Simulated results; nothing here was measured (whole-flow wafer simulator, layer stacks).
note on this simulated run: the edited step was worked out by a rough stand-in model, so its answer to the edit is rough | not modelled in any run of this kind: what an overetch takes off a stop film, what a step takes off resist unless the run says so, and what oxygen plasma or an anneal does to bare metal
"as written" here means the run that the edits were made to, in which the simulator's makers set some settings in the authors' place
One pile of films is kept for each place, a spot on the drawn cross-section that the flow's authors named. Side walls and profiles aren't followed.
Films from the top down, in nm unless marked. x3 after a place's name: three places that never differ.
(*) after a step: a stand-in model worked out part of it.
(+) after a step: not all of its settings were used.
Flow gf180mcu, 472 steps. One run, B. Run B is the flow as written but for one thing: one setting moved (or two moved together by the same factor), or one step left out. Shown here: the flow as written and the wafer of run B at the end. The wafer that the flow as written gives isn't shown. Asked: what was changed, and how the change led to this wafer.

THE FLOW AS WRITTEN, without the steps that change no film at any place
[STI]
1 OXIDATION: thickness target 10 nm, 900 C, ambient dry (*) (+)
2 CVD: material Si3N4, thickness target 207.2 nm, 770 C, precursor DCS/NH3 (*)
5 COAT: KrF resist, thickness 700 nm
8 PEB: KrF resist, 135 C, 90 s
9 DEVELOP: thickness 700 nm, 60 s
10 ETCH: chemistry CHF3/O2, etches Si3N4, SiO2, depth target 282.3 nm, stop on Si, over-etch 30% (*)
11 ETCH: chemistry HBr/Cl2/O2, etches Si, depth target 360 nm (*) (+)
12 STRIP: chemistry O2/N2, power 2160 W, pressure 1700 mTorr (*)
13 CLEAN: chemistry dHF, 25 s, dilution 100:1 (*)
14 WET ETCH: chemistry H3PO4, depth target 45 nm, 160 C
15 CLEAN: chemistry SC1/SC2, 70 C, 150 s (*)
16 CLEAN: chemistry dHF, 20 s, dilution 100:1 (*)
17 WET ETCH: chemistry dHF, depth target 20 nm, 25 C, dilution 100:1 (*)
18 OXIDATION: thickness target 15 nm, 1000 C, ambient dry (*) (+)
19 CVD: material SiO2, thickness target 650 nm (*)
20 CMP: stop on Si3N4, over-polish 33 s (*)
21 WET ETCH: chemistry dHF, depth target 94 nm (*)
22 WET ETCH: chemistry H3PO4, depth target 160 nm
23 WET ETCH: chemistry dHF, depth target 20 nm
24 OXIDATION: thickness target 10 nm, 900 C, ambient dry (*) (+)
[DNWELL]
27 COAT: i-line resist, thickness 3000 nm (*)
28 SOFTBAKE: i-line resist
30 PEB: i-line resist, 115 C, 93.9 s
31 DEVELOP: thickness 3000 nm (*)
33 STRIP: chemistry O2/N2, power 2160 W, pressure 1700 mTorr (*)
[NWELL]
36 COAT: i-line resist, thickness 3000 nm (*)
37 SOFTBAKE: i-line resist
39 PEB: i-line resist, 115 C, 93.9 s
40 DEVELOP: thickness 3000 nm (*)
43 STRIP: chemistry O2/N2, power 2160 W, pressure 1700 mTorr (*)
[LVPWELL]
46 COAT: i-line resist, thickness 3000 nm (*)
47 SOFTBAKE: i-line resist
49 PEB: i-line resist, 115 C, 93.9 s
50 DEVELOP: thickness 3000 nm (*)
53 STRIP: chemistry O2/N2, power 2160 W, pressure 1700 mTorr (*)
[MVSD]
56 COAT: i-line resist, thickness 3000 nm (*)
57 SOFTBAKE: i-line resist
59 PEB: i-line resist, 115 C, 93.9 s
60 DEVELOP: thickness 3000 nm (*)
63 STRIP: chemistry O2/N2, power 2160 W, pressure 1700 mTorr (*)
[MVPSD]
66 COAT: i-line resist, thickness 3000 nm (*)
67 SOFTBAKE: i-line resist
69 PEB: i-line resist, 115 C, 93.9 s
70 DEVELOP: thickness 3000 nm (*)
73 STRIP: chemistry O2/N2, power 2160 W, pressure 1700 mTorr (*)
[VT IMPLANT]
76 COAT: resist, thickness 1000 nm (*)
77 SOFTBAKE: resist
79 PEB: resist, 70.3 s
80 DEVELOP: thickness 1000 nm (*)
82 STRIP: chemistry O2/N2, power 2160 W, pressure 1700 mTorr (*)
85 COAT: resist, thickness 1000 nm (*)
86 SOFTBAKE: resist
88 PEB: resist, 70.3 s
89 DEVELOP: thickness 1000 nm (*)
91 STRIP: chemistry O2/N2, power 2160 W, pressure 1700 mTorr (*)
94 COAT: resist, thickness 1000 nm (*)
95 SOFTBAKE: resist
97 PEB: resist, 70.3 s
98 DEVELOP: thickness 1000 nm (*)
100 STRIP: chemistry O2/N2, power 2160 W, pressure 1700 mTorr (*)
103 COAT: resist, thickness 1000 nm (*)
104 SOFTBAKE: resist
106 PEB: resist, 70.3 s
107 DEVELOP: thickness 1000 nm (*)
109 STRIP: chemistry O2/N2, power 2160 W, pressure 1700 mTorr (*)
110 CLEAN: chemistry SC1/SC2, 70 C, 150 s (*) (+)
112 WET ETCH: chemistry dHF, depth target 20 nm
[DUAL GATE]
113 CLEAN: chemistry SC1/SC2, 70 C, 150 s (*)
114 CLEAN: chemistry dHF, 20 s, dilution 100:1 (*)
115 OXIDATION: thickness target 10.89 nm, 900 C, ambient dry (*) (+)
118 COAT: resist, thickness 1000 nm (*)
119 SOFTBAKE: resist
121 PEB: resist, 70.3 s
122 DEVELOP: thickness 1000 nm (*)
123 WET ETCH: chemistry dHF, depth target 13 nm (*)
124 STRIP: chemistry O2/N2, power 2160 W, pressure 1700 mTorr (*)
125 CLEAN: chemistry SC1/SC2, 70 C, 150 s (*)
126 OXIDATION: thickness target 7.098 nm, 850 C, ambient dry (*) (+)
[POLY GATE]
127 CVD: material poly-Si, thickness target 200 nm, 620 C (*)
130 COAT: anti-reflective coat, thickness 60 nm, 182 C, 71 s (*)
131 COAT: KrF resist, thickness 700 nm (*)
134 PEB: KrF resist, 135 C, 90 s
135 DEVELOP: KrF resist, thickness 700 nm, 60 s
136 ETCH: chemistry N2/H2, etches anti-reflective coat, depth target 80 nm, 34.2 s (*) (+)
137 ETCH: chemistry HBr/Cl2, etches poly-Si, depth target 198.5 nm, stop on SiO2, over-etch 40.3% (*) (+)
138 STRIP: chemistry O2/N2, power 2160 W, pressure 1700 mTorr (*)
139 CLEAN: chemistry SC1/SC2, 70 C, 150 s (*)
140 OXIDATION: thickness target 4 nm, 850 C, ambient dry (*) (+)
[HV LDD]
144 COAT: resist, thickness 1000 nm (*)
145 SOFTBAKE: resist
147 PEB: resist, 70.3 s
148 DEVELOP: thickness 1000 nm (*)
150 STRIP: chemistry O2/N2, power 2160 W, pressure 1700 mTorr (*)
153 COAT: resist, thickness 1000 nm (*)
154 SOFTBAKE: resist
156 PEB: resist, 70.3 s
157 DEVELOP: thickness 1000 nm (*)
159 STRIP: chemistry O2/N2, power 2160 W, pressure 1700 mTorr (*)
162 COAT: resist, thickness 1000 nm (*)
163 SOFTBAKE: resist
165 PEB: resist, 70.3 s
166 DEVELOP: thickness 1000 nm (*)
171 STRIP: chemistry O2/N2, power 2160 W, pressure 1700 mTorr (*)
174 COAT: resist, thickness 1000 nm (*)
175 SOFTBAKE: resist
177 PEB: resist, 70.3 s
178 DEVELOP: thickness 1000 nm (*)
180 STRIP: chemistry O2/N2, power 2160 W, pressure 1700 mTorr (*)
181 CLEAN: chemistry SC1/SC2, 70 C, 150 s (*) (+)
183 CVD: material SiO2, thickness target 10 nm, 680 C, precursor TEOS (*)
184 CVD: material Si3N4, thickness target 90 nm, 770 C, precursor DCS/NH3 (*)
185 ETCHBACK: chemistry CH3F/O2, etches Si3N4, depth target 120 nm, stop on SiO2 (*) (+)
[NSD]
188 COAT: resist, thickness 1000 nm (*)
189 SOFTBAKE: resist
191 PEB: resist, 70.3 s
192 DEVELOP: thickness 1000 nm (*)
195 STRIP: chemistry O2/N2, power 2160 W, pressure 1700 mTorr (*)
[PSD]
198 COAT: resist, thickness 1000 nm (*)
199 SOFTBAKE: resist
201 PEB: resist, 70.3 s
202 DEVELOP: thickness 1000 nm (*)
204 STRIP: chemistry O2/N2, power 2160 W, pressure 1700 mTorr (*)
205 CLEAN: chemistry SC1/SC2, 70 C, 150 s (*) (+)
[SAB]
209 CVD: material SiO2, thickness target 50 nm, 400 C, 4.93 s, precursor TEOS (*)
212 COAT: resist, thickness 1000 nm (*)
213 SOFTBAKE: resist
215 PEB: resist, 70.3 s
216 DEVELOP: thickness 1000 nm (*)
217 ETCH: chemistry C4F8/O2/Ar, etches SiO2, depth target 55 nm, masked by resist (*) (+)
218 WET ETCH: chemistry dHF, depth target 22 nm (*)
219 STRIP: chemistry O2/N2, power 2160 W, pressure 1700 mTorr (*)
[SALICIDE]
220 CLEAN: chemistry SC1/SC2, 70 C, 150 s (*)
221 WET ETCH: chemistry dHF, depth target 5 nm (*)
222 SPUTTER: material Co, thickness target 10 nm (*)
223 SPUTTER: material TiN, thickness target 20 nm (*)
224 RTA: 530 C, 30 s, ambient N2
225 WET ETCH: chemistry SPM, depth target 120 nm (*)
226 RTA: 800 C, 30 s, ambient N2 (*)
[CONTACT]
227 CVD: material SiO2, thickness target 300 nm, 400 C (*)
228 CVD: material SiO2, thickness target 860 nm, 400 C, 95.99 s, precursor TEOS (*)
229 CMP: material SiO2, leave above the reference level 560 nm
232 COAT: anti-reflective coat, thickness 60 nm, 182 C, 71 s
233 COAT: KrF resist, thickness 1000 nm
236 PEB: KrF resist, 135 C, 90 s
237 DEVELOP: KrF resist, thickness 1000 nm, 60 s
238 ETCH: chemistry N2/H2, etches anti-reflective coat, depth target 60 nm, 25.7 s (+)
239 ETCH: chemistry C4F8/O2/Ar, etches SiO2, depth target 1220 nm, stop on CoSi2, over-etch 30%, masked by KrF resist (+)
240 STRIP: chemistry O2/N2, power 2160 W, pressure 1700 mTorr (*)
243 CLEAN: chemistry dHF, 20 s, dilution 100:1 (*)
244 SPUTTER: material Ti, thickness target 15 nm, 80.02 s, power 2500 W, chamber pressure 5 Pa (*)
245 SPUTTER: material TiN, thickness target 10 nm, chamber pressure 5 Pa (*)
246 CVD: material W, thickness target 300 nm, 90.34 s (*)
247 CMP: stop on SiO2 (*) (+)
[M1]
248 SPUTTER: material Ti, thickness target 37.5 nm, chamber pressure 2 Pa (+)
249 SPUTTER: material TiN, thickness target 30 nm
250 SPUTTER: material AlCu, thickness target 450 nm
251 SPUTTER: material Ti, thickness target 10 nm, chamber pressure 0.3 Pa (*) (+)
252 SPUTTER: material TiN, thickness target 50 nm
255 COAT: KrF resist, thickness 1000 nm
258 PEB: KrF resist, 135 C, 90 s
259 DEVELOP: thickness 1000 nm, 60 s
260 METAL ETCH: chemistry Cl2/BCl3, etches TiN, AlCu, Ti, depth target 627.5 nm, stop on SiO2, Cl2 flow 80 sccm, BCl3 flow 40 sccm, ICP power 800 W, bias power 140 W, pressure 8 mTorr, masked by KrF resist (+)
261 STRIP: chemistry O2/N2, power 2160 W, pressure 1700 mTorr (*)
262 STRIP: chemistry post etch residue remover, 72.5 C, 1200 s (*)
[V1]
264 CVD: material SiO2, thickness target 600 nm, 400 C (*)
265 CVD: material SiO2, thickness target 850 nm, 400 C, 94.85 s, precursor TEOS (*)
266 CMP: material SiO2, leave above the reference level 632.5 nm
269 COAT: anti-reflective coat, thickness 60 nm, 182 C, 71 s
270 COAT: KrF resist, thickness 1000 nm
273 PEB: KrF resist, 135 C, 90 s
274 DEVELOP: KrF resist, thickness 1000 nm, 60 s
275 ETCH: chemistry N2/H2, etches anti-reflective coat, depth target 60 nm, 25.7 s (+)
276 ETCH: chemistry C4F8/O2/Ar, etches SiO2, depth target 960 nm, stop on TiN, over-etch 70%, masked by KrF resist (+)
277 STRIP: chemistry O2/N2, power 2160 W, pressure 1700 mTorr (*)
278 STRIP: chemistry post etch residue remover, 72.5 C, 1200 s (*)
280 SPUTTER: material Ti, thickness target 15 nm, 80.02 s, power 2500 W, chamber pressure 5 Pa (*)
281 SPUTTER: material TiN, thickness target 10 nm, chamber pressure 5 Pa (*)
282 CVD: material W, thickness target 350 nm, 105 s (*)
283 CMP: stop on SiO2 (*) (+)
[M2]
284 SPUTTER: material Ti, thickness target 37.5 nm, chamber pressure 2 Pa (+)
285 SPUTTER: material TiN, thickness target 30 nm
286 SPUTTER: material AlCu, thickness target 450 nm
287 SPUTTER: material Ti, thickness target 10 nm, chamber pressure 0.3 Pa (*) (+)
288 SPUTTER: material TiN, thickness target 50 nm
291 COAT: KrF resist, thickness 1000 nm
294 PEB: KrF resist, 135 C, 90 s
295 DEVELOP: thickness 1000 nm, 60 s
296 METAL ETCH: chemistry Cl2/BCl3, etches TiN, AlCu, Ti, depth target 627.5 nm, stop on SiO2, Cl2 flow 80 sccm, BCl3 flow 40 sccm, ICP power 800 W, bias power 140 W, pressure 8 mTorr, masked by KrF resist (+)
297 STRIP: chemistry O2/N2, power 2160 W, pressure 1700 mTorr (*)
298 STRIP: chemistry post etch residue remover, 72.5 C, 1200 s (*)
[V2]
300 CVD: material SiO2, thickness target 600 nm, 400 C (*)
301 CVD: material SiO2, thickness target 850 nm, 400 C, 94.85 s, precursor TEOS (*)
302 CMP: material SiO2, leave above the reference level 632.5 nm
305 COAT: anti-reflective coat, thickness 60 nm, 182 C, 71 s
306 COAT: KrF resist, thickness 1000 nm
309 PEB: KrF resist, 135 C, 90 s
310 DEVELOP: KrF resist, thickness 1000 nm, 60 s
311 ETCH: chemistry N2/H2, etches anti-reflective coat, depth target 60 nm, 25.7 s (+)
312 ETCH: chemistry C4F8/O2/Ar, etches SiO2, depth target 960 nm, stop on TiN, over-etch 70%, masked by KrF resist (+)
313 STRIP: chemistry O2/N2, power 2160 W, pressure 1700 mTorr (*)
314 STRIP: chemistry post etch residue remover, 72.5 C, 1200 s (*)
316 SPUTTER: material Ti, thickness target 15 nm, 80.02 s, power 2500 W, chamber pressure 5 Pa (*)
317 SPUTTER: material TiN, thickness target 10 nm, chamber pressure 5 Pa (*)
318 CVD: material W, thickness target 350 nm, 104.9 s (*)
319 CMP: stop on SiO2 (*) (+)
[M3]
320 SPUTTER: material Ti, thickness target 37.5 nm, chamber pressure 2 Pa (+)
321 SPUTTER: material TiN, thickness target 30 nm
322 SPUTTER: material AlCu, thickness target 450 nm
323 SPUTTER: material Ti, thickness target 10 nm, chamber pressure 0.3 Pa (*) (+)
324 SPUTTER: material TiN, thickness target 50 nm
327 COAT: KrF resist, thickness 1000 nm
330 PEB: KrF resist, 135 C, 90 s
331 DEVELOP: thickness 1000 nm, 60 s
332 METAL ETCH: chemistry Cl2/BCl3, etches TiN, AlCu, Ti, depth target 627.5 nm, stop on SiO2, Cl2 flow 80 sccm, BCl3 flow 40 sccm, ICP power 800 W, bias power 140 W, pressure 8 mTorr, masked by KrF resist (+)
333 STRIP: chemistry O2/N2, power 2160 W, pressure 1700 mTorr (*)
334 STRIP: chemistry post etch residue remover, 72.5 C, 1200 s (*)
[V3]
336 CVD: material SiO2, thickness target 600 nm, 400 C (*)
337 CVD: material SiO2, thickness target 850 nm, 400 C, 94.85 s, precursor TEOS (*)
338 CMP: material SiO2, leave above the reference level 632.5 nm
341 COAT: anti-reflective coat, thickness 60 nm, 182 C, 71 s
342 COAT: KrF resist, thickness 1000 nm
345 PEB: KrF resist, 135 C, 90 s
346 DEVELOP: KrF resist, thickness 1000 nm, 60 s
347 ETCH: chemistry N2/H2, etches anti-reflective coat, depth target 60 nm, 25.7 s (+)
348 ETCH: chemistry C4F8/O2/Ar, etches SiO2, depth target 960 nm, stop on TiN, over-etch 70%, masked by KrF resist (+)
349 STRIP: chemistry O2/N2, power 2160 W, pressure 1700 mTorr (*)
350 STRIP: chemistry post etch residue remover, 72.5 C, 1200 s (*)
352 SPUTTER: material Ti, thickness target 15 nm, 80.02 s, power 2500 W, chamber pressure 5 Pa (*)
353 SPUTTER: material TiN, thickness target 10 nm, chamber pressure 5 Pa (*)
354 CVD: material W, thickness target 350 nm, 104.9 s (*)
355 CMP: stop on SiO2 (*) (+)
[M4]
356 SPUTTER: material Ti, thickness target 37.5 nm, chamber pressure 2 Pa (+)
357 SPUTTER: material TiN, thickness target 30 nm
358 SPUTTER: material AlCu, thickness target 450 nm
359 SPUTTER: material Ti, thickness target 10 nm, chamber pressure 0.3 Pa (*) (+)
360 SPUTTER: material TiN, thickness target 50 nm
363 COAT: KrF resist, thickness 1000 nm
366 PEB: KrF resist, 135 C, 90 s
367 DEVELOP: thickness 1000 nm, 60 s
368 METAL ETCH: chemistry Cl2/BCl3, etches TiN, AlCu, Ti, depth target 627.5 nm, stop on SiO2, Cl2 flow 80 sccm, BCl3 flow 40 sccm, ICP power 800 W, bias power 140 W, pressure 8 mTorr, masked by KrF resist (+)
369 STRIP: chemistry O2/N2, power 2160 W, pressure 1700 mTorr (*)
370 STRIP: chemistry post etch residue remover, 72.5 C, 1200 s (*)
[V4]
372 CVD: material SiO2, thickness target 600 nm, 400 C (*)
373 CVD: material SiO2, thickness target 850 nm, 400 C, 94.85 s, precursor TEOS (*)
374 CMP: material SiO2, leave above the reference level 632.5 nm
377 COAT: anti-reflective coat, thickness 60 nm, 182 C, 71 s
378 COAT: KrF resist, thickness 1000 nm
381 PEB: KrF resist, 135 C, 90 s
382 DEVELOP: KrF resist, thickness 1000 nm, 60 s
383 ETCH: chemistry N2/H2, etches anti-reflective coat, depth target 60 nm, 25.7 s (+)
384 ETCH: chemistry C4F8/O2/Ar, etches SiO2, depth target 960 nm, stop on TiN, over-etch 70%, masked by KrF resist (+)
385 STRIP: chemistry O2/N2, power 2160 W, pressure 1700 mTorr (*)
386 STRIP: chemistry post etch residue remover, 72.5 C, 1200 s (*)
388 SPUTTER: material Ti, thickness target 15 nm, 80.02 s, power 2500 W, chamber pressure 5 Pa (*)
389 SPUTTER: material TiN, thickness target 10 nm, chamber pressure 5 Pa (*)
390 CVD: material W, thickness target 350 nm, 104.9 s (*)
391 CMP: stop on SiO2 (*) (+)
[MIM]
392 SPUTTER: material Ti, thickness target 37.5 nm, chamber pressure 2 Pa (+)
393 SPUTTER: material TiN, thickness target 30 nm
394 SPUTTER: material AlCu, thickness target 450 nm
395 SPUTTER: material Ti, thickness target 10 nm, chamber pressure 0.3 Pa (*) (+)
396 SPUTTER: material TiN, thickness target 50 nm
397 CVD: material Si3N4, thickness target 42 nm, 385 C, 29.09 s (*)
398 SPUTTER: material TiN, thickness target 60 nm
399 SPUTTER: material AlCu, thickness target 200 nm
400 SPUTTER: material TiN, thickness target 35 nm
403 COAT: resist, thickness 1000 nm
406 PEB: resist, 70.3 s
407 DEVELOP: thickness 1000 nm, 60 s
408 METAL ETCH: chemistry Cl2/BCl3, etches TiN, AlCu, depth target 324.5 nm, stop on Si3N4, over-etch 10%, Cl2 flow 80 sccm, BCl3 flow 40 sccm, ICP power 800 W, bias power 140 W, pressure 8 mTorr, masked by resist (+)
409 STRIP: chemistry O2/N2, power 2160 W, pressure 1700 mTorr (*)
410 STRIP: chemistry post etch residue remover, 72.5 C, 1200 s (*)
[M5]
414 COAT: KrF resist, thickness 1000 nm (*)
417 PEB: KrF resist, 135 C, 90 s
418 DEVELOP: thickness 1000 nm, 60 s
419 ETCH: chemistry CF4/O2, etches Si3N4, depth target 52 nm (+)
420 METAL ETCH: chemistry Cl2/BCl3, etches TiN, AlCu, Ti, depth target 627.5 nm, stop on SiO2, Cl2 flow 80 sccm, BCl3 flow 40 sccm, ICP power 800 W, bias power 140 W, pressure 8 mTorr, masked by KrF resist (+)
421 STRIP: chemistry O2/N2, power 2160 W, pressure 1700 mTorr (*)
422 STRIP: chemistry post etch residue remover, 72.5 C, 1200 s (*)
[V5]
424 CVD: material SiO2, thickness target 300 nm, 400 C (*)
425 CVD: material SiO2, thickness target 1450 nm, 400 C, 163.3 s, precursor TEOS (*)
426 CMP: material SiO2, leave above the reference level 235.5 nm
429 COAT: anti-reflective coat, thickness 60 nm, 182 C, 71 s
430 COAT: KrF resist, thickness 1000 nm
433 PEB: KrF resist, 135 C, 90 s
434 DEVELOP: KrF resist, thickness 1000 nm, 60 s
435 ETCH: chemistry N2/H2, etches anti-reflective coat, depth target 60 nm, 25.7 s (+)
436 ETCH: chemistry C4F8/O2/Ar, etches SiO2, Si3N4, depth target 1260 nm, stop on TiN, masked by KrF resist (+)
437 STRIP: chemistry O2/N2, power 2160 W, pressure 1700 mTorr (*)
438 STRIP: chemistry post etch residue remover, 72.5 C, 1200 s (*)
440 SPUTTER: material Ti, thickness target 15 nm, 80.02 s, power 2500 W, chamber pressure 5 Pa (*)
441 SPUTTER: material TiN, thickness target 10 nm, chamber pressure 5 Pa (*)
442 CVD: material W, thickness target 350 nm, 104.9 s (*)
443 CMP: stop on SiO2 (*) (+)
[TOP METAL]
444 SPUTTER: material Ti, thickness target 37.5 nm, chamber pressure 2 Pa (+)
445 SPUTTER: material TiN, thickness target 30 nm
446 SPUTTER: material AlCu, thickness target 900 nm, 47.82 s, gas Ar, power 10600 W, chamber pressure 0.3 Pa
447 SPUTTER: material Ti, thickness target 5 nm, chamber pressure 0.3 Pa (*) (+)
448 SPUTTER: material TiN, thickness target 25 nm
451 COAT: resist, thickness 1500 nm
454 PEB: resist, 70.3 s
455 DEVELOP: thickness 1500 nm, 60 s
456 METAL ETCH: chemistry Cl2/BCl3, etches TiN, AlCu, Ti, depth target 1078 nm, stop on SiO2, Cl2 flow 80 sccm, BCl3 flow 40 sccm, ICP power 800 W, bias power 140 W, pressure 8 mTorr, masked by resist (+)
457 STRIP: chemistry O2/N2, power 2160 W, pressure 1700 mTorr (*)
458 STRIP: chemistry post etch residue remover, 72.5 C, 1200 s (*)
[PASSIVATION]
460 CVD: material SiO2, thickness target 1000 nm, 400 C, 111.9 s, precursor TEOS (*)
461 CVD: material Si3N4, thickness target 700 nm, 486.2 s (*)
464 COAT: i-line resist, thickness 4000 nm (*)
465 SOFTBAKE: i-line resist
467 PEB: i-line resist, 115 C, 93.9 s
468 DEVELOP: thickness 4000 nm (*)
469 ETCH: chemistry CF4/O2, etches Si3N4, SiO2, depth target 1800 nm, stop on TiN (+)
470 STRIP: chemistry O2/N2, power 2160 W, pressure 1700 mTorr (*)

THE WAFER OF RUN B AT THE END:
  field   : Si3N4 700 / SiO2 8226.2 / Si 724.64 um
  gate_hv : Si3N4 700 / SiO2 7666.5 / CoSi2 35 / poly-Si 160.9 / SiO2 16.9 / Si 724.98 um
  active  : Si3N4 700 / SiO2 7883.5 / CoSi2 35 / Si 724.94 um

The cause: step 126, OXIDATION: thickness target 10.11 nm was run, where the flow has thickness target 7.098 nm.

How the change led to this, step by step:
  126 OXIDATION: thickness target 7.098 nm, 850 C, ambient dry (*) (+)
      gate_hv, active_hv, active_nat and 25 more: SiO2 +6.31, Si -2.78 (as written it would be: SiO2 +3.72, Si -1.64)
      active, n_well, p_well and 12 more: SiO2 +10.1 (new film), chemical SiO2 -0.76 (all of it), Si -4.12 (as written it would be: SiO2 +7.1 (new film), chemical SiO2 -0.76 (all of it), Si -2.79)
  189 SOFTBAKE: resist
      nw_enc_fld_lv__w3: resist -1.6 (as written it would be: resist +2.11)
  199 SOFTBAKE: resist
      nw_enc_fld_lv__w3: resist -1.6 (as written it would be: resist +2.11)
  218 WET ETCH: chemistry dHF, depth target 22 nm (*)
      active, p_well, sd_n, iso_ptap_pw, iso_ntap_nw, iso_ptap_sub, vpnp_e: SiO2 -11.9 (all of it) (as written it would be: SiO2 -9.01 (all of it))
      ldn_tap, ldn_src, ldn_drn, ldp_tap, ldp_src, ldp_drn, ldp_gr: SiO2 -18.4 (all of it) (as written it would be: SiO2 -16 (all of it))
      (and at 9 more places)
